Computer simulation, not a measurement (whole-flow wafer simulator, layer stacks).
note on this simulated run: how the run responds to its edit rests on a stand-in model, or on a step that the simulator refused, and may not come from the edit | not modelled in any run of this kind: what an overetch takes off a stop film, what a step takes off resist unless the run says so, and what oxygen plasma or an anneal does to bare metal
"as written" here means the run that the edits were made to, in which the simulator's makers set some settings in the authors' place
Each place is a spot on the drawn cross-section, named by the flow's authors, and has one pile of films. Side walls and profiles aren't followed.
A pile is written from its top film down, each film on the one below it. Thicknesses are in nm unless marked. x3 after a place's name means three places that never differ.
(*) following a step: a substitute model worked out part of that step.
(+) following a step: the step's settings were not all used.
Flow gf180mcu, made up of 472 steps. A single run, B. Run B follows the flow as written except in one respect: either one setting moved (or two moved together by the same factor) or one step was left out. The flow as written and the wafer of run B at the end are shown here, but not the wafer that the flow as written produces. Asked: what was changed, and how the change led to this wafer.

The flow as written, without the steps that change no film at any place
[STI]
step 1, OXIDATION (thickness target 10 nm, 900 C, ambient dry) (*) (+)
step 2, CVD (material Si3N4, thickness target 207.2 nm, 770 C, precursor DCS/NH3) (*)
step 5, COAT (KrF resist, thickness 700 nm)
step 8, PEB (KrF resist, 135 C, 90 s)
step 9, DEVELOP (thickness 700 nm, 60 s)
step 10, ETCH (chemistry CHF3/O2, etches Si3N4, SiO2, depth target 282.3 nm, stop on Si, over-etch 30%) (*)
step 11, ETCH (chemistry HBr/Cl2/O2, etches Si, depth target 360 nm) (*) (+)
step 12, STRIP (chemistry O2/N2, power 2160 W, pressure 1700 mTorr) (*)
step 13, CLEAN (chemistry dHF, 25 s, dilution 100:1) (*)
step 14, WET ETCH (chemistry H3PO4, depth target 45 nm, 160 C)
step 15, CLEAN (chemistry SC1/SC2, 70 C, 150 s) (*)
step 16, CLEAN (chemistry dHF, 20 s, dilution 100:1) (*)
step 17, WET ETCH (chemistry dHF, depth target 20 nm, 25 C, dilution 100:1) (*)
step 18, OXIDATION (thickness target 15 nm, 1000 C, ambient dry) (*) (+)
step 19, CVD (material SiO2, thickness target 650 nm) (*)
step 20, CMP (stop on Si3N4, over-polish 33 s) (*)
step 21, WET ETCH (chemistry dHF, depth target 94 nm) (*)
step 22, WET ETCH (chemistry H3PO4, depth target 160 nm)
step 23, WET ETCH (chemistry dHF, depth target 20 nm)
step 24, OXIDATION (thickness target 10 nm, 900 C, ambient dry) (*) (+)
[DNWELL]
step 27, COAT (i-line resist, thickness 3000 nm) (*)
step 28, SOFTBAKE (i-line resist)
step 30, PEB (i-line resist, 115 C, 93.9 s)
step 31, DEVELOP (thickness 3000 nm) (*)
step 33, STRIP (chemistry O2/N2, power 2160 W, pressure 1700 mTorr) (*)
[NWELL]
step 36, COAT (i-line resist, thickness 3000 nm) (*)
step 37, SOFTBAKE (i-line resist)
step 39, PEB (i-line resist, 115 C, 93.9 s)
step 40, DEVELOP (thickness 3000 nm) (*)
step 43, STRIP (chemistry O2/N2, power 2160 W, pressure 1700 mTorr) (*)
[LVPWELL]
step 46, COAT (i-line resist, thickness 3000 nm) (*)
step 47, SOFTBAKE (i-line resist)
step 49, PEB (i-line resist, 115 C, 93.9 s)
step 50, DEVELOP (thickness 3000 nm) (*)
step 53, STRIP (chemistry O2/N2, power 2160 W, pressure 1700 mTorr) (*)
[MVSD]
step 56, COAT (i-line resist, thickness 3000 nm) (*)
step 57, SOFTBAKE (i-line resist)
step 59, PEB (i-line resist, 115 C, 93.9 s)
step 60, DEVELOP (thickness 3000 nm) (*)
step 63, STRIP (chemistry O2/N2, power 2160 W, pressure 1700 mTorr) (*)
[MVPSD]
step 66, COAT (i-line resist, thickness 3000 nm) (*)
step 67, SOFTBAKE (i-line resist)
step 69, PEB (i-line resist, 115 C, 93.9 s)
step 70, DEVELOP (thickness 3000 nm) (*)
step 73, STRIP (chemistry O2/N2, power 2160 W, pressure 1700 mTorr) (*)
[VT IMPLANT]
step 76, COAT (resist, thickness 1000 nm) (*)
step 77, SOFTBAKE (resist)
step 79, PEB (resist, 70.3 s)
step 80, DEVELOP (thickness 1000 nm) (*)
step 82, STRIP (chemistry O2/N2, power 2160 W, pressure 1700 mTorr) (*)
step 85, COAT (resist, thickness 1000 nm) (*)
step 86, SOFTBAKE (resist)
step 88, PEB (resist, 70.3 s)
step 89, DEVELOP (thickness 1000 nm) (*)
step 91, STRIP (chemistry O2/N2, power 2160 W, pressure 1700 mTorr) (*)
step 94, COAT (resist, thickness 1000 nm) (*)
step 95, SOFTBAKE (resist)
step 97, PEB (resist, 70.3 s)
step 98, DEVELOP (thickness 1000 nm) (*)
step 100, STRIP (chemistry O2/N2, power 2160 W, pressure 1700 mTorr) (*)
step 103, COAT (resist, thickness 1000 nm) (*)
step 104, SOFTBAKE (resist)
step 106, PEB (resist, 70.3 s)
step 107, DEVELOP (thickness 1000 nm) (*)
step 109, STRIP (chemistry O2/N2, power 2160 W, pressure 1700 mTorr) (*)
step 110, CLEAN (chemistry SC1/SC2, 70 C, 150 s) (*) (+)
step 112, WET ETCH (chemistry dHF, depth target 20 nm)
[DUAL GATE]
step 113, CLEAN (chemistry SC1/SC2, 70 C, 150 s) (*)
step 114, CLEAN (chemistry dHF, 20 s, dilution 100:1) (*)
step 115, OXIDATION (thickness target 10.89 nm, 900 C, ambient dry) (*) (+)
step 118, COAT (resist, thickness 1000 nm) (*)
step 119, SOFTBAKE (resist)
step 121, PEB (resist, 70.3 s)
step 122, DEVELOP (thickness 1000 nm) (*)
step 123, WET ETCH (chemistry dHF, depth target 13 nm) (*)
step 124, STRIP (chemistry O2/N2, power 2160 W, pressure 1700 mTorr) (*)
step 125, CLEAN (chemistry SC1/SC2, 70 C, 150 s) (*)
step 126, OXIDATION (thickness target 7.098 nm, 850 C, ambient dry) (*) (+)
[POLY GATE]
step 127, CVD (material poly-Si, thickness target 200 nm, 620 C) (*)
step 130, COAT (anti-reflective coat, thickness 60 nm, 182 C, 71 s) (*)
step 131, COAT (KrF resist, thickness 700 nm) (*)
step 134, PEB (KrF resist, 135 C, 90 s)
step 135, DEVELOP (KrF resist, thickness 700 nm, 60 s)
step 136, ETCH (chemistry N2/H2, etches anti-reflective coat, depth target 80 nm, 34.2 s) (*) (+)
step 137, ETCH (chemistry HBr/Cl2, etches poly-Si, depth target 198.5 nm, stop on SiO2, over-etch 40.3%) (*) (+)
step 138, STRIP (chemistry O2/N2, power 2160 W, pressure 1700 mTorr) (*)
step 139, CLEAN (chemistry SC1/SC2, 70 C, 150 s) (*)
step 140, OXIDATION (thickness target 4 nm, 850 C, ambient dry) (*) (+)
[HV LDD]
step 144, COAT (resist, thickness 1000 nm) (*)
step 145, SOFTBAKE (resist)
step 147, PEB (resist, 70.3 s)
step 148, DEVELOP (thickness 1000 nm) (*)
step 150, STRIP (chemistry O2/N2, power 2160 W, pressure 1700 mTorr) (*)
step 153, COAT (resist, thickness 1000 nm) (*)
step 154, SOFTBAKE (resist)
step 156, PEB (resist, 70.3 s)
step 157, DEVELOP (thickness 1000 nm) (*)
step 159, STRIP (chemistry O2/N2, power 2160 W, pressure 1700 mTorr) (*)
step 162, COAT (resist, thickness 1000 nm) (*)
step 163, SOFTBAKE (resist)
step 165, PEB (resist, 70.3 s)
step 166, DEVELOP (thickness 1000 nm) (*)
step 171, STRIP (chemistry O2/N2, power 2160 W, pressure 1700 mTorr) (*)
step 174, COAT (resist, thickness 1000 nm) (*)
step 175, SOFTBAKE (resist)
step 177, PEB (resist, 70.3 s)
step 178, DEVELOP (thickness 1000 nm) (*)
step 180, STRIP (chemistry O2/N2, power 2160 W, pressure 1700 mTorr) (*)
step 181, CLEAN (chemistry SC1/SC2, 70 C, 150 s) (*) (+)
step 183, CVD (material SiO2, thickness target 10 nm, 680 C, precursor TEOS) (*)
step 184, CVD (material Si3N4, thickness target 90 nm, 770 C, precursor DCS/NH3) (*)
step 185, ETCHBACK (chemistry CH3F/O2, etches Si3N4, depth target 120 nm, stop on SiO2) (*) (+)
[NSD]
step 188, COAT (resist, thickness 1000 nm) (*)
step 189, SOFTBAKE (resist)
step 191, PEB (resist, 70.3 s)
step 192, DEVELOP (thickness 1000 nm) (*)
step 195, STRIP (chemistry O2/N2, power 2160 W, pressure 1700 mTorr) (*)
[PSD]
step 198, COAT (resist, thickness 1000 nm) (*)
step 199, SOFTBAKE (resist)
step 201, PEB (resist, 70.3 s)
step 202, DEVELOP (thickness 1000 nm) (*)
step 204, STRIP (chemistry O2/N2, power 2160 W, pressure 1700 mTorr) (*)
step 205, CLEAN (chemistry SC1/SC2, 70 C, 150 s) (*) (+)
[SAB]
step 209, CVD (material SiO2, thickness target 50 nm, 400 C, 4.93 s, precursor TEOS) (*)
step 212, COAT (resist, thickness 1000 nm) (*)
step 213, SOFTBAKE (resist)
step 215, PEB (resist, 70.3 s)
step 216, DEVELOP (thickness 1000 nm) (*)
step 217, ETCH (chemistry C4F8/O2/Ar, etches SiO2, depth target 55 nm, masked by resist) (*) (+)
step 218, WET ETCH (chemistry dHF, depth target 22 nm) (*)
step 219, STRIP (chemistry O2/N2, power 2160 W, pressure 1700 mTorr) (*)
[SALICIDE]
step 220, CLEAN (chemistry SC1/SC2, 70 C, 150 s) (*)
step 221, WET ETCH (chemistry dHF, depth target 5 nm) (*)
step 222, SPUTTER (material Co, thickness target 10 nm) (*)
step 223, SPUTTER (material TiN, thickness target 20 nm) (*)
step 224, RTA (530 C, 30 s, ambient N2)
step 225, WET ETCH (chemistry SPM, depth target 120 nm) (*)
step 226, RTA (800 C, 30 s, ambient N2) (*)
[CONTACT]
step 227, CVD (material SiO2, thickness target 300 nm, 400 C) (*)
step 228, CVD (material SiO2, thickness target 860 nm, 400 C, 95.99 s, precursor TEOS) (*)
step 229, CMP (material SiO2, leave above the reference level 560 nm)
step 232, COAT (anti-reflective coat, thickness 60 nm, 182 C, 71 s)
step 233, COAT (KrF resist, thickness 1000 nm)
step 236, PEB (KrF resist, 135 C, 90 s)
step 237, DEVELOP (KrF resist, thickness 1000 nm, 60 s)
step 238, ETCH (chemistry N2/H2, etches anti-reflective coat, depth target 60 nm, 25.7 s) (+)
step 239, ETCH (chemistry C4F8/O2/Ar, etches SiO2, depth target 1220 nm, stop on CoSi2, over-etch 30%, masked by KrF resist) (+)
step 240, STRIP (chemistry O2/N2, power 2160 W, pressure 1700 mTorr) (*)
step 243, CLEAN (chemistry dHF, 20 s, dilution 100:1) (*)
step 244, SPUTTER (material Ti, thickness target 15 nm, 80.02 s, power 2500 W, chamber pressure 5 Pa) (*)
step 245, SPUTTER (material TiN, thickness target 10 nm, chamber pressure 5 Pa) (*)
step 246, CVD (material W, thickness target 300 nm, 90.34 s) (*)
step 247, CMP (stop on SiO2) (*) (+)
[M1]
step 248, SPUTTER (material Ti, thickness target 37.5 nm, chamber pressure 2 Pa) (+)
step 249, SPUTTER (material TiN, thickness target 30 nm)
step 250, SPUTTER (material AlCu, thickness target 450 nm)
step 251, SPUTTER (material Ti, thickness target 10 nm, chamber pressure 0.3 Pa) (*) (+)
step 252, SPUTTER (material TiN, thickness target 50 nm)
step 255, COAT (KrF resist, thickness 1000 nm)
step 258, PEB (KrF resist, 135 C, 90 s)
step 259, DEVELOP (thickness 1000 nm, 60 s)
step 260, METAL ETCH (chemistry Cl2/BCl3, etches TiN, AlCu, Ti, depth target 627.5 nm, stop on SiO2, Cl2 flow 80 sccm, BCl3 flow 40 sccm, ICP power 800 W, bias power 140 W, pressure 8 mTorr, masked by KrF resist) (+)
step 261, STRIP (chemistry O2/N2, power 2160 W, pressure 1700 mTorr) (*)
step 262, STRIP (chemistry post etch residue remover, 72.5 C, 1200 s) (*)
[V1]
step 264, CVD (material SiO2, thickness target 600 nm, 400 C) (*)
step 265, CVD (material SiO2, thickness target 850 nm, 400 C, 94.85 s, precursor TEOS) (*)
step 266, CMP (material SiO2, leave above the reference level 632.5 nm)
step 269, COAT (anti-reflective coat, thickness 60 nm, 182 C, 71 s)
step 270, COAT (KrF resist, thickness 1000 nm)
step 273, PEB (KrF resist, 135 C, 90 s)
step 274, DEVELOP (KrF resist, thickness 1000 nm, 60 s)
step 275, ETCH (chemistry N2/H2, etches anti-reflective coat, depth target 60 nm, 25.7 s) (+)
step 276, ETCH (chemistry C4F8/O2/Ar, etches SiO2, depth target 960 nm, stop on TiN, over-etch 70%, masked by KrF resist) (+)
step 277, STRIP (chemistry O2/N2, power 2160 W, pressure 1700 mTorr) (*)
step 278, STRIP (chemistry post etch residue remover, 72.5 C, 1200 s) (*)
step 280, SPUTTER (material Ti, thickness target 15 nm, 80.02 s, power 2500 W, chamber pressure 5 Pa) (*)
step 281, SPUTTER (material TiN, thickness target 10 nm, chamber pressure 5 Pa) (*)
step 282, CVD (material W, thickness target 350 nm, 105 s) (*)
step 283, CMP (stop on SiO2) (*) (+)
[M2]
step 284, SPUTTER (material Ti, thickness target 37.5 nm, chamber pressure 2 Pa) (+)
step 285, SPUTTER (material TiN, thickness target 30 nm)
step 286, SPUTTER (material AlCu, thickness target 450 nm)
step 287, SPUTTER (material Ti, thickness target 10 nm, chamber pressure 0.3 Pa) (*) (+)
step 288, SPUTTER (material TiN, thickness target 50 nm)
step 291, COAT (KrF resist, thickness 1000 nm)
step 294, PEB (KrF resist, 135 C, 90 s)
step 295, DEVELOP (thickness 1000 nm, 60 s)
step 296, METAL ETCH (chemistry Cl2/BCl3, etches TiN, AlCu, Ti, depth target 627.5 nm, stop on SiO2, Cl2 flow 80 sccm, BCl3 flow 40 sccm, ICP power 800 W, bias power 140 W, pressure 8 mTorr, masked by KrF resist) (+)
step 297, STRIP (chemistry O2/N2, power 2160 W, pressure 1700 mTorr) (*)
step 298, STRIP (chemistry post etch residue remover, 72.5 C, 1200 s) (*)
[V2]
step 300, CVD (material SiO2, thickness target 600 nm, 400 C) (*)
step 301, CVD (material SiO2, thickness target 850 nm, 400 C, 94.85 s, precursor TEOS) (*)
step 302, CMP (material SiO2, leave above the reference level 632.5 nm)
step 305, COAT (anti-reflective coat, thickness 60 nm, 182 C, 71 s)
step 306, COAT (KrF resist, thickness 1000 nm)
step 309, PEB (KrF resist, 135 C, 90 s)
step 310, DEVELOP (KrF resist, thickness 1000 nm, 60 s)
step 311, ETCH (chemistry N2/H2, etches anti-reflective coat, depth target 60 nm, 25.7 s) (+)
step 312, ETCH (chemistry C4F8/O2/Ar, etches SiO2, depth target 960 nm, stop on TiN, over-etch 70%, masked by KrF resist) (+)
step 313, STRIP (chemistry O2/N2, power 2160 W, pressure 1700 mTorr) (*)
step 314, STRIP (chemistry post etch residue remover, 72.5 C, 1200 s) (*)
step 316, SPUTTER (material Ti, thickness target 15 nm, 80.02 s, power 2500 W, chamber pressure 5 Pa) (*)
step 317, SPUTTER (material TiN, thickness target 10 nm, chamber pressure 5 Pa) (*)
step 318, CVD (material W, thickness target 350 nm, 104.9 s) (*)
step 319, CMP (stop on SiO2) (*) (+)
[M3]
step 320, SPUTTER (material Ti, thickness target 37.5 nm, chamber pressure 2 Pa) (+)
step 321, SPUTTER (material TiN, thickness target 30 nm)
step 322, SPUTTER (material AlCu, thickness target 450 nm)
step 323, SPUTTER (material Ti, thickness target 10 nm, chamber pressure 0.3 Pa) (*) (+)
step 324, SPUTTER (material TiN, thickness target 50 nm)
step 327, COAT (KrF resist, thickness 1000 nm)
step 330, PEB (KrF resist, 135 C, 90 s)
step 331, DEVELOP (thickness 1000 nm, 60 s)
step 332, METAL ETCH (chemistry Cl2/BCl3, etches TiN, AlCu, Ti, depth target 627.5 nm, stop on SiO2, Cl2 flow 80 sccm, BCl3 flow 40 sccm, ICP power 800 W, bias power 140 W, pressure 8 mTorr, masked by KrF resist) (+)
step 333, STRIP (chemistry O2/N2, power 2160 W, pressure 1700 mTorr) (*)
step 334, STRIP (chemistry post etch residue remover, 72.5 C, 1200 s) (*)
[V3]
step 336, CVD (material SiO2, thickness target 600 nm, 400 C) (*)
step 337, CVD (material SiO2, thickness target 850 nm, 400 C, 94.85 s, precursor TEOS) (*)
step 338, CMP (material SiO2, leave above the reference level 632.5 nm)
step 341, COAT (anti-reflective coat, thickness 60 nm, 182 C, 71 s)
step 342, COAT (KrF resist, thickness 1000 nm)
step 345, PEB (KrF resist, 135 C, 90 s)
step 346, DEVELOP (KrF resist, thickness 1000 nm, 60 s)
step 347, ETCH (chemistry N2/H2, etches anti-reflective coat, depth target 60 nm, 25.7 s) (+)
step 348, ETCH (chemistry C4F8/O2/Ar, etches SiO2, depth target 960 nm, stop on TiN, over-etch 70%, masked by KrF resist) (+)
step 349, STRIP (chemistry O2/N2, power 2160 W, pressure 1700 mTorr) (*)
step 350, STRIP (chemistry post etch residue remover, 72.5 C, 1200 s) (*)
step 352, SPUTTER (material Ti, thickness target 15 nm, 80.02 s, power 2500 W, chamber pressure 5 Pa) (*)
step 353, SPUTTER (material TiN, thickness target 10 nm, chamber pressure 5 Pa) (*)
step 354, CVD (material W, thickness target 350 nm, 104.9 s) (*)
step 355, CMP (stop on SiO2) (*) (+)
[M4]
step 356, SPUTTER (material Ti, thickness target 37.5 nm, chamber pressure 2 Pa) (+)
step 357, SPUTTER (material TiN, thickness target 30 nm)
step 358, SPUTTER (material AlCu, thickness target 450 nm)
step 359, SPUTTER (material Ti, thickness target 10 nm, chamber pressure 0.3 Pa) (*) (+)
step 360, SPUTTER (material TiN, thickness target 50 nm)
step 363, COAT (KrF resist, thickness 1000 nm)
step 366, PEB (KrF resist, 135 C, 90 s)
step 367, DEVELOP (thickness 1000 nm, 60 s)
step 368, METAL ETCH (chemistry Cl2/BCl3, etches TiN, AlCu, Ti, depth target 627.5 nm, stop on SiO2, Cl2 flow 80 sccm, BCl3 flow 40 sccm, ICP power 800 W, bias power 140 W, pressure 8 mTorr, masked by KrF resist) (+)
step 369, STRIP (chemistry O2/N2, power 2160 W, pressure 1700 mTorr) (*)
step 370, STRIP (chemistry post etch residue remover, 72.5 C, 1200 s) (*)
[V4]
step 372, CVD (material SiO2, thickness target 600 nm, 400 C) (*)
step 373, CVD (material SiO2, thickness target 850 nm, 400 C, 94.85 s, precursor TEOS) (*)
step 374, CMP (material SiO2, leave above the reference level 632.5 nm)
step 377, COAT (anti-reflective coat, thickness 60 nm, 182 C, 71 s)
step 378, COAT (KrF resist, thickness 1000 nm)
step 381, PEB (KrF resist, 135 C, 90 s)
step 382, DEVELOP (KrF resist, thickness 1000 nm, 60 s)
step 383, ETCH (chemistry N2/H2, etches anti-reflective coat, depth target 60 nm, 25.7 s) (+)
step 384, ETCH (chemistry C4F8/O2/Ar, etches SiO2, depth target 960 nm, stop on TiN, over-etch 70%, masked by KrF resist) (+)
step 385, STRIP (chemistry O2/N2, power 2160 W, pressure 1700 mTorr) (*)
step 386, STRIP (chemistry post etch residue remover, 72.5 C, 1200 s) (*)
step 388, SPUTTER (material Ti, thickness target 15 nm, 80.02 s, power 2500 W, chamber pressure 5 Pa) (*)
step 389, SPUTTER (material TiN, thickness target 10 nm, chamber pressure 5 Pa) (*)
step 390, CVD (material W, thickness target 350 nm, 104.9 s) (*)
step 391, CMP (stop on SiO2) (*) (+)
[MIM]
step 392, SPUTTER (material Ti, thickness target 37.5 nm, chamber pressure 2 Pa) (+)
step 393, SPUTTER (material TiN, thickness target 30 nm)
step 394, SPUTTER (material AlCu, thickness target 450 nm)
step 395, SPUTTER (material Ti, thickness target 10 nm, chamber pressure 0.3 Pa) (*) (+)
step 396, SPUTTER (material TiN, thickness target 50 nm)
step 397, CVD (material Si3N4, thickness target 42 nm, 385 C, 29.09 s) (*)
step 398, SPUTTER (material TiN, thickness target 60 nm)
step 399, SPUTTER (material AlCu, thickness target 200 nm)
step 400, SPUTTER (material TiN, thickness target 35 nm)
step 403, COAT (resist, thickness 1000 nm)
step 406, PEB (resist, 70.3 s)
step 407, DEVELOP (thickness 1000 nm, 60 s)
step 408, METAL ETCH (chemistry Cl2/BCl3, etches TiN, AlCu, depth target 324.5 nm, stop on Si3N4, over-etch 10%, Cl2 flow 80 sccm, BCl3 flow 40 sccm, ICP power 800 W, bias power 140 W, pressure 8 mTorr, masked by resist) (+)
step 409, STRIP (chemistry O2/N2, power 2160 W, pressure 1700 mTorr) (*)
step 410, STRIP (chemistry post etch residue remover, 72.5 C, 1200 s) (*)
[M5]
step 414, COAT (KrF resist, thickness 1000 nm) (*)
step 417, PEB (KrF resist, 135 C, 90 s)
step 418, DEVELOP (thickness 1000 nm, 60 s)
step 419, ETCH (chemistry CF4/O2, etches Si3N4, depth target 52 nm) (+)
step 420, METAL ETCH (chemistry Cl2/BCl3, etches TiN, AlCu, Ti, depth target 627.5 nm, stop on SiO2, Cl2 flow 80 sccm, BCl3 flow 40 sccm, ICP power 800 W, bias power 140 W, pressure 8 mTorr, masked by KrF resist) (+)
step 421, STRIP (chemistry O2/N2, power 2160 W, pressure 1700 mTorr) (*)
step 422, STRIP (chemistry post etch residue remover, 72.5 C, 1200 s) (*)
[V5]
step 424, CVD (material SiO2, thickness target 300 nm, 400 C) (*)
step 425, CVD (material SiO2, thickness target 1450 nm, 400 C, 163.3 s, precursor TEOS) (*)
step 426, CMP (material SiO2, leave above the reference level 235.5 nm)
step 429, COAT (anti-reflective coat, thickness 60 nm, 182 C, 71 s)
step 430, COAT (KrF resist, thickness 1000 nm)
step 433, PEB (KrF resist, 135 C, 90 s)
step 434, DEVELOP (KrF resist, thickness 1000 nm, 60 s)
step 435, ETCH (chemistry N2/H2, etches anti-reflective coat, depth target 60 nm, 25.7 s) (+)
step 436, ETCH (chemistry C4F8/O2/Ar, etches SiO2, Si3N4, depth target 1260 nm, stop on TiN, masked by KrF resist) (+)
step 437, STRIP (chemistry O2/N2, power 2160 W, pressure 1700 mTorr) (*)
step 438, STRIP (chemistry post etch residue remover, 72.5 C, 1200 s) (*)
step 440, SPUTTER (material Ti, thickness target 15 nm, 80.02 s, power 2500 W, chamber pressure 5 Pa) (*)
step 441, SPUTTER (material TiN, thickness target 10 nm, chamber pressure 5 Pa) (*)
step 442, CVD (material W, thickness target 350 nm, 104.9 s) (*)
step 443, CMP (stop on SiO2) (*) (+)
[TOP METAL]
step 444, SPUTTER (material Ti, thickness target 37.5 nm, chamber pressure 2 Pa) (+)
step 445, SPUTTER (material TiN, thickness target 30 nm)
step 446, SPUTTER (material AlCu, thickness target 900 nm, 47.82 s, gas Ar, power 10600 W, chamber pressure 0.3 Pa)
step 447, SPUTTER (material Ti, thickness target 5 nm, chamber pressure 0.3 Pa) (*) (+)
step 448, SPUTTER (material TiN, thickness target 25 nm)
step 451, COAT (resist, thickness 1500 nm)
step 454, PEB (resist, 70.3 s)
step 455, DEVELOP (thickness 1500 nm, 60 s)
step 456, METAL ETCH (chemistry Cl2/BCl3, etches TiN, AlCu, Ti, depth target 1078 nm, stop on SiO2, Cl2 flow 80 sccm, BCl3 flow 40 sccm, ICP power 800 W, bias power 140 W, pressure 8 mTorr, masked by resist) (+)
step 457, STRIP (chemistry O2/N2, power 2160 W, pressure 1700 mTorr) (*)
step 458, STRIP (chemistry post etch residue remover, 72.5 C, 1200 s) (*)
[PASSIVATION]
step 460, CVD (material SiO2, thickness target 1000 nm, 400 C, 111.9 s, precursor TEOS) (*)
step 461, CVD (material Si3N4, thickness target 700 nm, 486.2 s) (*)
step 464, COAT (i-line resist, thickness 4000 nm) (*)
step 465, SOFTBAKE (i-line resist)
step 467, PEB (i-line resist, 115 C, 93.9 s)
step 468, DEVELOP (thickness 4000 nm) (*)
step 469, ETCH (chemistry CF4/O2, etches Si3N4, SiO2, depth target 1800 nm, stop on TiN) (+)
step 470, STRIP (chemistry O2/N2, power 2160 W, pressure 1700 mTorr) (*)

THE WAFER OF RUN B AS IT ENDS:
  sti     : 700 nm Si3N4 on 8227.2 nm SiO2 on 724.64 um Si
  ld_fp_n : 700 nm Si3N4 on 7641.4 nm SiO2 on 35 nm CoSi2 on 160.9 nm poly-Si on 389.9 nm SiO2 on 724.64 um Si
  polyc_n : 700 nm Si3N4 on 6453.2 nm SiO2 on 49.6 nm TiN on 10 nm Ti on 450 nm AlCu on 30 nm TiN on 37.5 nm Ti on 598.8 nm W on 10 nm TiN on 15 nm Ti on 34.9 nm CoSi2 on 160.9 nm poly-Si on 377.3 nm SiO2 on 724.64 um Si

The reason: step 112, WET ETCH: depth target 11.8 nm was run, while the flow as written has depth target 20 nm.

Step by step, how the change led to this:
  step 112, WET ETCH (chemistry dHF, depth target 20 nm)
      field, field__w2, field__w3 and 43 more: -13 SiO2 (it would be, as written: -22 SiO2)
  step 130, COAT (anti-reflective coat, thickness 60 nm, 182 C, 71 s) (*)
      p_well, spacer, sd_n: +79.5 anti-reflective coat (new film) (it would be, as written: +70.9 anti-reflective coat (new film))
      ldn_fp, ldp_fp: +44.2 anti-reflective coat (new film) (it would be, as written: +48.5 anti-reflective coat (new film))
      (and at 67 other places as well)
  step 136, ETCH (chemistry N2/H2, etches anti-reflective coat, depth target 80 nm, 34.2 s) (*) (+)
      p_well, spacer, sd_n: -79.5 anti-reflective coat (all of it), -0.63 poly-Si (it would be, as written: -70.9 anti-reflective coat (all of it), -0.85 poly-Si)
      ldn_dft, ldp_dft: -44.7 anti-reflective coat (all of it), -1.52 poly-Si (it would be, as written: -48.7 anti-reflective coat (all of it), -1.42 poly-Si)
      (and at 46 other places as well)
  step 138, STRIP (chemistry O2/N2, power 2160 W, pressure 1700 mTorr) (*)
      gate: +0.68 chemical SiO2 (new film), -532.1 KrF resist (all of it), -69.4 anti-reflective coat (all of it), -0.3 poly-Si (it would be, as written: +0.68 chemical SiO2 (new film), -531.7 KrF resist (all of it), -65.5 anti-reflective coat (all of it), -0.3 poly-Si)
      gate_hv: +0.68 chemical SiO2 (new film), -530.2 KrF resist (all of it), -62.4 anti-reflective coat (all of it), -0.3 poly-Si (it would be, as written: +0.68 chemical SiO2 (new film), -528.4 KrF resist (all of it), -61 anti-reflective coat (all of it), -0.3 poly-Si)
      (and at 19 other places as well)
  step 145, SOFTBAKE (resist)
      gate_p_hv: -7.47 resist (it would be, as written: -7.98 resist)
  step 154, SOFTBAKE (resist)
      gate_p_hv: -7.47 resist (it would be, as written: -7.98 resist)
  step 163, SOFTBAKE (resist)
      gate_p_hv: -7.47 resist (it would be, as written: -7.98 resist)
  step 175, SOFTBAKE (resist)
      gate_p_hv: -7.47 resist (it would be, as written: -7.98 resist)
  step 189, SOFTBAKE (resist)
      active_hv: -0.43 resist (it would be, as written: +2.68 resist)
      active_nat: +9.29 resist (it would be, as written: +5.49 resist)
  step 199, SOFTBAKE (resist)
      active_hv: -0.43 resist (it would be, as written: +2.68 resist)
      active_nat: +9.29 resist (it would be, as written: +5.49 resist)
  step 209, CVD (material SiO2, thickness target 50 nm, 400 C, 4.93 s, precursor TEOS) (*)
      ld_drn_p: +45 SiO2 (it would be, as written: +46 SiO2)
  step 218, WET ETCH (chemistry dHF, depth target 22 nm) (*)
      active: -8 SiO2 (all of it) (it would be, as written: -9.01 SiO2 (all of it))
      sd_p: -7.59 SiO2 (all of it) (it would be, as written: -8.12 SiO2 (all of it))
      (and at 1 other place as well)
  step 223, SPUTTER (material TiN, thickness target 20 nm) (*)
      ld_sd_n: +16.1 TiN (new film) (it would be, as written: +15.5 TiN (new film))
  step 225, WET ETCH (chemistry SPM, depth target 120 nm) (*)
      ld_sd_n: -16.1 TiN (all of it) (it would be, as written: -15.5 TiN (all of it))
  step 226, RTA (800 C, 30 s, ambient N2) (*)
      ld_sd_n: +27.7 CoSi2 (new film), -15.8 CoSi (all of it), -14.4 Si (it would be, as written: +28.3 CoSi2 (new film), -16.1 CoSi (all of it), -14.7 Si)
  step 229, CMP (material SiO2, leave above the reference level 560 nm)
      ldn_sep__w1, ldn_sep__w2, ldn_dft and 8 more: -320 SiO2 (it would be, as written: -311 SiO2)
      sti, mim_1p0, pad, dice_street, iso_nw_fld, iso_fld_sub: -305.8 SiO2 (it would be, as written: -296.8 SiO2)
      (and at 40 other places as well)
